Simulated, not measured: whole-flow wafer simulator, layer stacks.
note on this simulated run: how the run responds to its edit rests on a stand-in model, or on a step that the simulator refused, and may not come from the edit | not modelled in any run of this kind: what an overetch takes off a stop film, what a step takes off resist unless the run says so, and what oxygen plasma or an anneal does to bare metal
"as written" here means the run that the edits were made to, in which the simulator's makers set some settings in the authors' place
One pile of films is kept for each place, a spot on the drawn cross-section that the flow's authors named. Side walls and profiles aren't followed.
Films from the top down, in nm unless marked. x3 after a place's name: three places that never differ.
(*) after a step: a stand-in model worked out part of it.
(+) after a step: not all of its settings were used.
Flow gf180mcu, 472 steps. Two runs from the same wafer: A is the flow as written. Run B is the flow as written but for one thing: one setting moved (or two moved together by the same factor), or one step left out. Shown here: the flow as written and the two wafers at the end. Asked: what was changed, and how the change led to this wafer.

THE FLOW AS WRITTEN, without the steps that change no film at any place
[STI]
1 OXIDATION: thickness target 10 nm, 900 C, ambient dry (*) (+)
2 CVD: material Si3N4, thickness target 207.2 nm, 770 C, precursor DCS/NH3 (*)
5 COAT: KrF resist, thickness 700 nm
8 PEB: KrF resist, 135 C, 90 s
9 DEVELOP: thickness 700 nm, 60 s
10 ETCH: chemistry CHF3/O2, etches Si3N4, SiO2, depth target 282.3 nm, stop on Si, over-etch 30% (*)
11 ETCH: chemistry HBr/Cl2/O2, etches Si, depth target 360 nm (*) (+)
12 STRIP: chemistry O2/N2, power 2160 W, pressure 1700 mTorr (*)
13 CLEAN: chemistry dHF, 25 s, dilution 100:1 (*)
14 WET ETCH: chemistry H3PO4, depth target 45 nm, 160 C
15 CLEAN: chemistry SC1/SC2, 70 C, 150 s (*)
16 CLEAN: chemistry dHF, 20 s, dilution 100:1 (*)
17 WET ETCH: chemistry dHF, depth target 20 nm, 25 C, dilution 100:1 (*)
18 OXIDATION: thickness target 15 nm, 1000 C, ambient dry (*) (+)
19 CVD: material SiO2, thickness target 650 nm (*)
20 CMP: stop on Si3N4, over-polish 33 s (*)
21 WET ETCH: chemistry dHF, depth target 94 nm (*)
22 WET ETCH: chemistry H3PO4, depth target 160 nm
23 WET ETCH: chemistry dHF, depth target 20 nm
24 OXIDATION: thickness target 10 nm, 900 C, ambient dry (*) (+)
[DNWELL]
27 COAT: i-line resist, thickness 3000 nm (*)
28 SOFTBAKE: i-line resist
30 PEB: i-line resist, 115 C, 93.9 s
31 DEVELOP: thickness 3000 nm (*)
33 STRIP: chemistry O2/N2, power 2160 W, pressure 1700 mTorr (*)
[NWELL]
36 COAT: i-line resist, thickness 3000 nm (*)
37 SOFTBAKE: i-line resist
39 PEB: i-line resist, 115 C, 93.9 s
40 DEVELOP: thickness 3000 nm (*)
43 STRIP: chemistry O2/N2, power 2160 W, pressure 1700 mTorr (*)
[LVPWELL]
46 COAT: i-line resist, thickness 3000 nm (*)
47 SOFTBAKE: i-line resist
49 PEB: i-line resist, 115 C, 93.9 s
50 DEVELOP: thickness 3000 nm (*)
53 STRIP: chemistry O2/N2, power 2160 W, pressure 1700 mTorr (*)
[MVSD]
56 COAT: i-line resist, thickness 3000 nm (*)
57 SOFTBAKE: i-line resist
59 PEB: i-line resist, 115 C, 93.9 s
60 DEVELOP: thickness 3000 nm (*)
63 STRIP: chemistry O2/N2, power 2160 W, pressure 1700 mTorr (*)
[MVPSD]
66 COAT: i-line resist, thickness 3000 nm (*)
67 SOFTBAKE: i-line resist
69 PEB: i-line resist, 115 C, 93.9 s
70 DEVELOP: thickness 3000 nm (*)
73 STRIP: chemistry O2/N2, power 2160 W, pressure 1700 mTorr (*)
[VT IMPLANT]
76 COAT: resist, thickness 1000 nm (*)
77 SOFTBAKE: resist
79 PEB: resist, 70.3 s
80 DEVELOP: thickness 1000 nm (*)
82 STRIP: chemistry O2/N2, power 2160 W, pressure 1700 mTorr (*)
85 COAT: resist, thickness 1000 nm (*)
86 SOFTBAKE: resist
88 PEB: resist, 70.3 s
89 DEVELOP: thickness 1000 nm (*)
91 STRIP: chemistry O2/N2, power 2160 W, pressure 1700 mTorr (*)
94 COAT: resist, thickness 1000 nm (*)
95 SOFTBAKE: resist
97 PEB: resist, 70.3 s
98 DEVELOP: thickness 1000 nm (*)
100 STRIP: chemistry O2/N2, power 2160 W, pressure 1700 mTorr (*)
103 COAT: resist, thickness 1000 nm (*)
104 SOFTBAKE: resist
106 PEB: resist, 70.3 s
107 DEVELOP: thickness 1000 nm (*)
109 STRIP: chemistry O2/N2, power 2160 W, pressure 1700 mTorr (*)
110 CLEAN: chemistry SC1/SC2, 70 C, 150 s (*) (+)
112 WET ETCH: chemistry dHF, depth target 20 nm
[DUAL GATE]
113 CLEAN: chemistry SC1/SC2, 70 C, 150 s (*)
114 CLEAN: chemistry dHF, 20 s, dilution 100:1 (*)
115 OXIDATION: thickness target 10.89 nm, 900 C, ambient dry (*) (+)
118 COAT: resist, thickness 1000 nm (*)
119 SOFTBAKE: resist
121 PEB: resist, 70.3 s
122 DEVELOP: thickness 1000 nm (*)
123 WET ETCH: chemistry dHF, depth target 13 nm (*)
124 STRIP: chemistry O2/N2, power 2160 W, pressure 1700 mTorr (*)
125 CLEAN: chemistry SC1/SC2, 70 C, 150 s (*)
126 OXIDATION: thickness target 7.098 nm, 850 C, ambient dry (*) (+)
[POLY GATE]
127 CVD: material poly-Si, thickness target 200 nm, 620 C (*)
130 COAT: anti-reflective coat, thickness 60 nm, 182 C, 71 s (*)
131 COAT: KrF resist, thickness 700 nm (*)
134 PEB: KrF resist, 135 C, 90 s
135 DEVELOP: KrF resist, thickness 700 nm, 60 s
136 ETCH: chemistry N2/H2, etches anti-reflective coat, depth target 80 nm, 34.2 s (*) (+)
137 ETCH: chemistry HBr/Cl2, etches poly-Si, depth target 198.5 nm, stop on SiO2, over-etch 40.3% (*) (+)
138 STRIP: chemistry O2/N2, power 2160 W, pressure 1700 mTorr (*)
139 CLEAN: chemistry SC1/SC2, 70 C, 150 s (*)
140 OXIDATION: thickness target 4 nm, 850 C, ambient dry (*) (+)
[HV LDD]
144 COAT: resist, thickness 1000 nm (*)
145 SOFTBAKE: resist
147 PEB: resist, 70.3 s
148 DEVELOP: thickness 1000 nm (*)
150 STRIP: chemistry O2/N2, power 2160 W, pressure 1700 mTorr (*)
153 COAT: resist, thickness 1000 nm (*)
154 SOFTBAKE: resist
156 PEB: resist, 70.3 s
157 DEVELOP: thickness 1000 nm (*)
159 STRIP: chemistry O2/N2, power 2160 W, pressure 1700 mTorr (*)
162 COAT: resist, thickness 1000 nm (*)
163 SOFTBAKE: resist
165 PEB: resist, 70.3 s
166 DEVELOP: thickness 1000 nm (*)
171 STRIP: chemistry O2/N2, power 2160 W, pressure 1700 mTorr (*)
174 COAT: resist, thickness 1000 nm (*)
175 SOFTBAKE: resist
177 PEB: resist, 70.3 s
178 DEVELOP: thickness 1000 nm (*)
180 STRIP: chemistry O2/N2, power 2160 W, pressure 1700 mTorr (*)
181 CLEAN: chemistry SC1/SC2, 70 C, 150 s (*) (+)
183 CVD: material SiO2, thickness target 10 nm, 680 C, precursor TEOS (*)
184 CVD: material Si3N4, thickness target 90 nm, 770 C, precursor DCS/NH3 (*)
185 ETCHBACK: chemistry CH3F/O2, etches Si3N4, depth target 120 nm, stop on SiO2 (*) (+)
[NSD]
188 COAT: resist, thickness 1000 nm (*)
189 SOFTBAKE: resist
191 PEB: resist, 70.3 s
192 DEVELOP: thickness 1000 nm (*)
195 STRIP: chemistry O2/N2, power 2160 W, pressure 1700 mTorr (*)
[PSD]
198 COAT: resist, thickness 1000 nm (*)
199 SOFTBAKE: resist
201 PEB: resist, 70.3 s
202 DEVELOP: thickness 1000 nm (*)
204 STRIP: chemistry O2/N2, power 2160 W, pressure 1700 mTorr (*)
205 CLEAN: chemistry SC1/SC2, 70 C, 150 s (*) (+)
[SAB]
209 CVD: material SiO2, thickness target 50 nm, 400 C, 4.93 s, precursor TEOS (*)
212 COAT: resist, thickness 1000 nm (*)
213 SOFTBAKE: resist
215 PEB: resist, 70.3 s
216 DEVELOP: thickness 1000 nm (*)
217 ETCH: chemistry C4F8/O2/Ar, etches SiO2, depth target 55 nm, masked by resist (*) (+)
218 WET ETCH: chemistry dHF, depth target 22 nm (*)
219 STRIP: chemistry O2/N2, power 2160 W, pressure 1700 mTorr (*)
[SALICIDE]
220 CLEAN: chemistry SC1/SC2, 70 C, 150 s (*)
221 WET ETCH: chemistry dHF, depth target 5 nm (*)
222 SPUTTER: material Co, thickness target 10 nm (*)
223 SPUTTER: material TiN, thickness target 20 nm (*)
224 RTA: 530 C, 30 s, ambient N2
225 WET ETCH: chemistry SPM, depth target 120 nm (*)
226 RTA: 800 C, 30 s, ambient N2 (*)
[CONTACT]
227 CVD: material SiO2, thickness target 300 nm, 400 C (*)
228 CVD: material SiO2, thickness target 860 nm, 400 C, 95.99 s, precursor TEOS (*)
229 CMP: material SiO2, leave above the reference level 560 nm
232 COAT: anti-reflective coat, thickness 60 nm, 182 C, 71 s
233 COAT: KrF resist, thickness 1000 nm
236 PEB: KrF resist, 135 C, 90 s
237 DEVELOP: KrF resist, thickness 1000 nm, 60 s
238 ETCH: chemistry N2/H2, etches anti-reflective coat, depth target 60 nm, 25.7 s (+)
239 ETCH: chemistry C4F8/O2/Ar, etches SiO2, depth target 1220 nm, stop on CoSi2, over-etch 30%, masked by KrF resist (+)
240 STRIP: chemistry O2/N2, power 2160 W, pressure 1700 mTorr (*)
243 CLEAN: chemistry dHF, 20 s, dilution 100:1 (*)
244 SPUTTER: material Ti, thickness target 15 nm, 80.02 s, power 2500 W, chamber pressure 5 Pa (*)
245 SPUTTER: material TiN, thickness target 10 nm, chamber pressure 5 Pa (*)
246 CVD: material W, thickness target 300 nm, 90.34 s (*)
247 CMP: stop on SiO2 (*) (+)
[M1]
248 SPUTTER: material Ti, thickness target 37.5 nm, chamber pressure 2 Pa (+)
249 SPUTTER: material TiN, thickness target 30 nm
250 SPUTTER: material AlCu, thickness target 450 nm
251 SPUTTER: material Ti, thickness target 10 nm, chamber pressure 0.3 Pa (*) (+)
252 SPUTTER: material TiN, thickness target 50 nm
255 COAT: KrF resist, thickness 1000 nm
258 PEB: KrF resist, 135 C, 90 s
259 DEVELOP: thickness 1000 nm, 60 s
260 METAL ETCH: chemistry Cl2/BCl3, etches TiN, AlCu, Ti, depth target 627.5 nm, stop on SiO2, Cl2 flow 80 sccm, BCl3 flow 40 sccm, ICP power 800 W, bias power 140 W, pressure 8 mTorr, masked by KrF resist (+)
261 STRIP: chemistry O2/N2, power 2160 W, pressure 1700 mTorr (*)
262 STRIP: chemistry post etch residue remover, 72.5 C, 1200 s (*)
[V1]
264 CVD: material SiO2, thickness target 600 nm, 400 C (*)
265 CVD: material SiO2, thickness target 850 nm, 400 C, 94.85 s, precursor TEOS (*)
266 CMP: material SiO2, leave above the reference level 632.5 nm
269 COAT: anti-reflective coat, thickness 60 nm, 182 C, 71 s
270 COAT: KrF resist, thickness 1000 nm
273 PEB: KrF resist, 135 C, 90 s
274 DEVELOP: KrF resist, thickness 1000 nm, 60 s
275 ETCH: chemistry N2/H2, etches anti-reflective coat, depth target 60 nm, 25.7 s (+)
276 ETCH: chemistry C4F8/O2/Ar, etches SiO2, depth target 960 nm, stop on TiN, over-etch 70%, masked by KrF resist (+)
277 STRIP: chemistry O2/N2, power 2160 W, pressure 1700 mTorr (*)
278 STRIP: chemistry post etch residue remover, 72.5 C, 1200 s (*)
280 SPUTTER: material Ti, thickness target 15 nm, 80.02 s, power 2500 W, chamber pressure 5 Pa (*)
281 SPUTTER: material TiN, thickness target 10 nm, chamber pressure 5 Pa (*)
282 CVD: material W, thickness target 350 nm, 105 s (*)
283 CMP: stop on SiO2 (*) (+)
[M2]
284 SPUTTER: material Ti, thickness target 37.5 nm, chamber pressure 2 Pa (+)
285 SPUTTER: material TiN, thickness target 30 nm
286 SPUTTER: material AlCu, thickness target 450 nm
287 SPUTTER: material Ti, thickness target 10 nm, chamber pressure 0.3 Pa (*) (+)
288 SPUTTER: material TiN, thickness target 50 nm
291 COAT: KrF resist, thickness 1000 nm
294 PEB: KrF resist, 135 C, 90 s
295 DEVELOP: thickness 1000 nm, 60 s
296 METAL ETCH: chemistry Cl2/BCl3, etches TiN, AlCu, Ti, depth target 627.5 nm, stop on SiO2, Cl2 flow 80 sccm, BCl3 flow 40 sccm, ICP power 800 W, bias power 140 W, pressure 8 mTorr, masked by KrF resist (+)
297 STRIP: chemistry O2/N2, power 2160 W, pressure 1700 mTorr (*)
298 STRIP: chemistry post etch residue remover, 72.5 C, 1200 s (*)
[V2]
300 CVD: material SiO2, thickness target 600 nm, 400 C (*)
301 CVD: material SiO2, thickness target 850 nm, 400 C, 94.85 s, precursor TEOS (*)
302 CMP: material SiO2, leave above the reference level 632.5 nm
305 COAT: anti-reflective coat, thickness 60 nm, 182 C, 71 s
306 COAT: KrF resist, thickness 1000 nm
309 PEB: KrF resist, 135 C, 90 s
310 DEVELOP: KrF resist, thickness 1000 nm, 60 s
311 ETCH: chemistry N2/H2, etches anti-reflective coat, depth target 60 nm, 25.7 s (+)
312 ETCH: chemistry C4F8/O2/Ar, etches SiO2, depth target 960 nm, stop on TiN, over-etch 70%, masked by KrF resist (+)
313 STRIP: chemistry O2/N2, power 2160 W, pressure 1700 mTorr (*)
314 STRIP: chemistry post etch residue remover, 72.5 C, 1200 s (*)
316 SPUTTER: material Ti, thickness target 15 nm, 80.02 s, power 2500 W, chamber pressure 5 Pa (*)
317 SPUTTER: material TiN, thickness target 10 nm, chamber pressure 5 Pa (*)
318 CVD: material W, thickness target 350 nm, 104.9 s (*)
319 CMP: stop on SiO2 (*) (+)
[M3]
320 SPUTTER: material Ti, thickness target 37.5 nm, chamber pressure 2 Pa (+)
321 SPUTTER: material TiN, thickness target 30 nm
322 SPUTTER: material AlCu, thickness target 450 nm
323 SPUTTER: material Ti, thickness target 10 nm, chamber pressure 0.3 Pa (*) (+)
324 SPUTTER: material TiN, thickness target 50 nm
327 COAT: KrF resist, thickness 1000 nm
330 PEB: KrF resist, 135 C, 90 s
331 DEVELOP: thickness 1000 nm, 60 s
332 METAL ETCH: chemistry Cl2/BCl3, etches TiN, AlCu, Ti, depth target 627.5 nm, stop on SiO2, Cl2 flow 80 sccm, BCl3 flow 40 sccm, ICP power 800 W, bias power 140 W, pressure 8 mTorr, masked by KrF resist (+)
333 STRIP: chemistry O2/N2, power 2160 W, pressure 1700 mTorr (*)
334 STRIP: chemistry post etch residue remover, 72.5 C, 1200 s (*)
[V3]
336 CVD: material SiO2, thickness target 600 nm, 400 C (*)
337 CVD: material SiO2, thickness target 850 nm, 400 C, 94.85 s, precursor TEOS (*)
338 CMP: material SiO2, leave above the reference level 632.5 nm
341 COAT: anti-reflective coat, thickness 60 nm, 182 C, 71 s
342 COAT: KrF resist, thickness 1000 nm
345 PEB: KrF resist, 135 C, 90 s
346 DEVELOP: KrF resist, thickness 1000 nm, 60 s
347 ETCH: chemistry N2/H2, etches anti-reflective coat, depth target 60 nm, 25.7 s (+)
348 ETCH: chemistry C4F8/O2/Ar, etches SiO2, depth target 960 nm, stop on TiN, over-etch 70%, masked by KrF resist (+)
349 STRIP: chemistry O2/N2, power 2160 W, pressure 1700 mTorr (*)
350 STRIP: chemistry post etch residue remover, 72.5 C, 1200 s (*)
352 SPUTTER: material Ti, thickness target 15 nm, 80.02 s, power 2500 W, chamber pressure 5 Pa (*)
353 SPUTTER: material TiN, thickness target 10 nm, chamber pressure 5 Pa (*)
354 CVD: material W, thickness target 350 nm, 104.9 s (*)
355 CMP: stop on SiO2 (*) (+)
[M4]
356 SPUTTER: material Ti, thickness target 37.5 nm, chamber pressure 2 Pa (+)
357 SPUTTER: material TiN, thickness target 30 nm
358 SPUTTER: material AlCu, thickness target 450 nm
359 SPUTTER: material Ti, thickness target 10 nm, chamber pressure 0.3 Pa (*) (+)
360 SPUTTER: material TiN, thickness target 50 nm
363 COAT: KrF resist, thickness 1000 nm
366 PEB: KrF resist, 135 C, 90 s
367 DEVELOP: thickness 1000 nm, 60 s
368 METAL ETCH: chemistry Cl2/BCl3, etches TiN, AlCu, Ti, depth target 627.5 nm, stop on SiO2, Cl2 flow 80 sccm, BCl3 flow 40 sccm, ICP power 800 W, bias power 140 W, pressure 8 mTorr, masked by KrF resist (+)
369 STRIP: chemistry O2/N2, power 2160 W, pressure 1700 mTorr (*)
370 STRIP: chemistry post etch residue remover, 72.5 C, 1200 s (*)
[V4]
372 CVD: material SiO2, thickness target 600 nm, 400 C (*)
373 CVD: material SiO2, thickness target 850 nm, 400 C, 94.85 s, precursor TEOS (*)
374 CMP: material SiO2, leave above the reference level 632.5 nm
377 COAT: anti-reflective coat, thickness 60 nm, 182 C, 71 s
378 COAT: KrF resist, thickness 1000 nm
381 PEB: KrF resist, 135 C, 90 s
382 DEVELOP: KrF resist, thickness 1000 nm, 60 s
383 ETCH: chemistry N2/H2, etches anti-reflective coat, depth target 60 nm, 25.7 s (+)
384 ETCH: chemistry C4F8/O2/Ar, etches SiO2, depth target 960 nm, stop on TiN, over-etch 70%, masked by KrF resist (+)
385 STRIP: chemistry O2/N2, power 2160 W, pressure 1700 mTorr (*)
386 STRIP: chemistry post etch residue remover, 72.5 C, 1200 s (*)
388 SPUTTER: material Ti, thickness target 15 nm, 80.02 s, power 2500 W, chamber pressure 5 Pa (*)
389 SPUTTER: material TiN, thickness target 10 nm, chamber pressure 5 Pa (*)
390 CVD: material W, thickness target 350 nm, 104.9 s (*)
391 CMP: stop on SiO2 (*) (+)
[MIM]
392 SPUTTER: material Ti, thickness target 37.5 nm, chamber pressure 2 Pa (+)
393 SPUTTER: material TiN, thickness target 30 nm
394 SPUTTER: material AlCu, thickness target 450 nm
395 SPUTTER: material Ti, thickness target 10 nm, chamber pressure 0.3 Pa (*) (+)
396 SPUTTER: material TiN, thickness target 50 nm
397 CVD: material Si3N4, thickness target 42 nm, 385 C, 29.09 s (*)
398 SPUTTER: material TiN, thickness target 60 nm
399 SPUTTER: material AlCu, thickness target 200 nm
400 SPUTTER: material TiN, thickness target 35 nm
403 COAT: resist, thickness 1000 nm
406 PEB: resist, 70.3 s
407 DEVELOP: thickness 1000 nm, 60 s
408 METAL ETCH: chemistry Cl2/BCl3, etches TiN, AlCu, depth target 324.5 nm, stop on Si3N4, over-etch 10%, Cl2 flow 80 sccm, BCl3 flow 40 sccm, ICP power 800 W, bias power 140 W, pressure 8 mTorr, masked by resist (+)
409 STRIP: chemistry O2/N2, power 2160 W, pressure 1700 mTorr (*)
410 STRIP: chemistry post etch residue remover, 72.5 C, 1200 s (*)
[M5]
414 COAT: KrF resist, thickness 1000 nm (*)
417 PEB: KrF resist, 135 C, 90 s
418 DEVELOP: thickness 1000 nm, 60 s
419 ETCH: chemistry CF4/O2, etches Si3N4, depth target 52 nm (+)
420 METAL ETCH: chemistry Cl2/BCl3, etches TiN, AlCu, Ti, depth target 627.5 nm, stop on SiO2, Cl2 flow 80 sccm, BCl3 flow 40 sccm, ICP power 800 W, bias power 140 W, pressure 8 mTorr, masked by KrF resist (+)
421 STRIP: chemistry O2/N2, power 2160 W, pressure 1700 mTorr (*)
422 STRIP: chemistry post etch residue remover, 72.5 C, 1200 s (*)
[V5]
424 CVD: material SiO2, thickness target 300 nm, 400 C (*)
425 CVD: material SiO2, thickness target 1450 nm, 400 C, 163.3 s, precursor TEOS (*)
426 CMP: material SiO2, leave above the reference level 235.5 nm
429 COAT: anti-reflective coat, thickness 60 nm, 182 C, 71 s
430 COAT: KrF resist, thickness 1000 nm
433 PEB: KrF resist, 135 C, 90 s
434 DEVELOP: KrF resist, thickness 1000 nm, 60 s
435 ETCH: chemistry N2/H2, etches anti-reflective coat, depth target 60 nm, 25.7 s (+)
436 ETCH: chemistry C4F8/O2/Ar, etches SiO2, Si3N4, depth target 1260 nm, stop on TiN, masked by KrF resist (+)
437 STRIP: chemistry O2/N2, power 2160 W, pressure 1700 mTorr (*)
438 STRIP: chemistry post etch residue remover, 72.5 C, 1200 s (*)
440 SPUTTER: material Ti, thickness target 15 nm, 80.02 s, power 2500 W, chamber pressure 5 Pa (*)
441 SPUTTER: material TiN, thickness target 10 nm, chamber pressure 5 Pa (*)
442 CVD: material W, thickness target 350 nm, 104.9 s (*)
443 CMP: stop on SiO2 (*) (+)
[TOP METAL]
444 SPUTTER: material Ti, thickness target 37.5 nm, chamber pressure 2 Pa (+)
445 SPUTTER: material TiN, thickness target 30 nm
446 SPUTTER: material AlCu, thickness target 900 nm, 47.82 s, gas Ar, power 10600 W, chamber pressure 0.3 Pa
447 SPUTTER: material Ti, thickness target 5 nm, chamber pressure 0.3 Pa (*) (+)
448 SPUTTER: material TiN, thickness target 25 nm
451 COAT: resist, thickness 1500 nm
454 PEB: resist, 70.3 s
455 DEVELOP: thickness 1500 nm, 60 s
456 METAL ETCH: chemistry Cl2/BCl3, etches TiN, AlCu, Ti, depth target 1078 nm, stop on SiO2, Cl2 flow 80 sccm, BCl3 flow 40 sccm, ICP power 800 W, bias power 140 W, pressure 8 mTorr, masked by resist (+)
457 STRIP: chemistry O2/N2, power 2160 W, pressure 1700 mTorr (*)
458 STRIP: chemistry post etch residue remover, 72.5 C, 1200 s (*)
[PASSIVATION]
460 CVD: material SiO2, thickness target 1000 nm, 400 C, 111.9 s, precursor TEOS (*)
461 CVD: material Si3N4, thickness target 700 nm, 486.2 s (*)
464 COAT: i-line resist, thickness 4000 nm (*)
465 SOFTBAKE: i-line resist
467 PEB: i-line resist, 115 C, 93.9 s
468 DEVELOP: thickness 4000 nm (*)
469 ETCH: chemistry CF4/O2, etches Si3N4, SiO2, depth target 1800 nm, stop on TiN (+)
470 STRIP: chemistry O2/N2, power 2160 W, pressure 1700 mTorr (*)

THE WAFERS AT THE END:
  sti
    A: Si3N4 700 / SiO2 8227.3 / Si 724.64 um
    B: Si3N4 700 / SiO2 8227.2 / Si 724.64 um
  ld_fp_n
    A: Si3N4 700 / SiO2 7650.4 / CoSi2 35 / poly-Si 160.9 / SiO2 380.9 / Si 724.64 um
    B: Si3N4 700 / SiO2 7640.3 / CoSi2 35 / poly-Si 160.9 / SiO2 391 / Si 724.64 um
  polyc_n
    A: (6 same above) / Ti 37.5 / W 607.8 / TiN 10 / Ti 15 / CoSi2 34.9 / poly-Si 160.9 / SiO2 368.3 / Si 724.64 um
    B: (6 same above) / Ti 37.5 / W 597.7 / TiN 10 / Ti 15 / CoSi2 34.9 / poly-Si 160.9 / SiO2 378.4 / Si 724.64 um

The cause: step 112, WET ETCH: depth target 10.8 nm was run, where the flow has depth target 20 nm.

How the change led to this, step by step:
  112 WET ETCH: chemistry dHF, depth target 20 nm
      field, field__w2, field__w3 and 43 more: A SiO2 -22 | B SiO2 -11.9
  119 SOFTBAKE: resist
      gate_p_hv: A resist +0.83 | B resist +1.35
  130 COAT: anti-reflective coat, thickness 60 nm, 182 C, 71 s (*)
      p_well, spacer, sd_n: A anti-reflective coat +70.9 (new film) | B anti-reflective coat +80.6 (new film)
      ldn_acc, ldp_acc: A anti-reflective coat +66.9 (new film) | B anti-reflective coat +70.8 (new film)
      (and at 69 more places)
  136 ETCH: chemistry N2/H2, etches anti-reflective coat, depth target 80 nm, 34.2 s (*) (+)
      p_well, spacer, sd_n: A anti-reflective coat -70.9 (all of it), poly-Si -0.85 | B anti-reflective coat -80.6 (all of it), poly-Si -0.6
      field: A anti-reflective coat -61.5 (all of it), poly-Si -1.09 | B anti-reflective coat -58.2 (all of it), poly-Si -1.17
      (and at 49 more places)
  138 STRIP: chemistry O2/N2, power 2160 W, pressure 1700 mTorr (*)
      gate: A chemical SiO2 +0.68 (new film), KrF resist -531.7 (all of it), anti-reflective coat -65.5 (all of it), poly-Si -0.3 | B chemical SiO2 +0.68 (new film), KrF resist -532.2 (all of it), anti-reflective coat -69.9 (all of it), poly-Si -0.3
      gate_hv: A chemical SiO2 +0.68 (new film), KrF resist -528.4 (all of it), anti-reflective coat -61 (all of it), poly-Si -0.3 | B chemical SiO2 +0.68 (new film), KrF resist -530.5 (all of it), anti-reflective coat -62.6 (all of it), poly-Si -0.3
      (and at 19 more places)
  145 SOFTBAKE: resist
      gate_p_hv: A resist -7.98 | B resist -7.4
  154 SOFTBAKE: resist
      gate_p_hv: A resist -7.98 | B resist -7.4
  163 SOFTBAKE: resist
      gate_p_hv: A resist -7.98 | B resist -7.4
  175 SOFTBAKE: resist
      gate_p_hv: A resist -7.98 | B resist -7.4
  189 SOFTBAKE: resist
      active_hv: A resist +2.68 | B resist -0.41
      active_nat: A resist +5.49 | B resist +9.29
      (and at 1 more place)
  199 SOFTBAKE: resist
      active_hv: A resist +2.68 | B resist -0.41
      active_nat: A resist +5.49 | B resist +9.29
      (and at 1 more place)
  209 CVD: material SiO2, thickness target 50 nm, 400 C, 4.93 s, precursor TEOS (*)
      active: A SiO2 +50 | B SiO2 +48.9
      ld_drn_p: A SiO2 +46 | B SiO2 +45
  213 SOFTBAKE: resist
      gate_p_hv: A resist -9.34 | B resist -8.8
      ldn_ch: A resist -9.33 | B resist -8.81
      (and at 1 more place)
  218 WET ETCH: chemistry dHF, depth target 22 nm (*)
      active: A SiO2 -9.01 (all of it) | B SiO2 -7.91 (all of it)
      sd_p: A SiO2 -8.12 (all of it) | B SiO2 -7.5 (all of it)
      (and at 1 more place)
  223 SPUTTER: material TiN, thickness target 20 nm (*)
      ld_sd_n: A TiN +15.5 (new film) | B TiN +16.1 (new film)
  225 WET ETCH: chemistry SPM, depth target 120 nm (*)
      ld_sd_n: A TiN -15.5 (all of it) | B TiN -16.1 (all of it)
  229 CMP: material SiO2, leave above the reference level 560 nm
      ldn_sep__w1, ldn_sep__w2, ldn_dft and 8 more: A SiO2 -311 | B SiO2 -321.1
      sti, mim_1p0, pad, dice_street, iso_nw_fld, iso_fld_sub: A SiO2 -296.8 | B SiO2 -306.9
      (and at 40 more places)
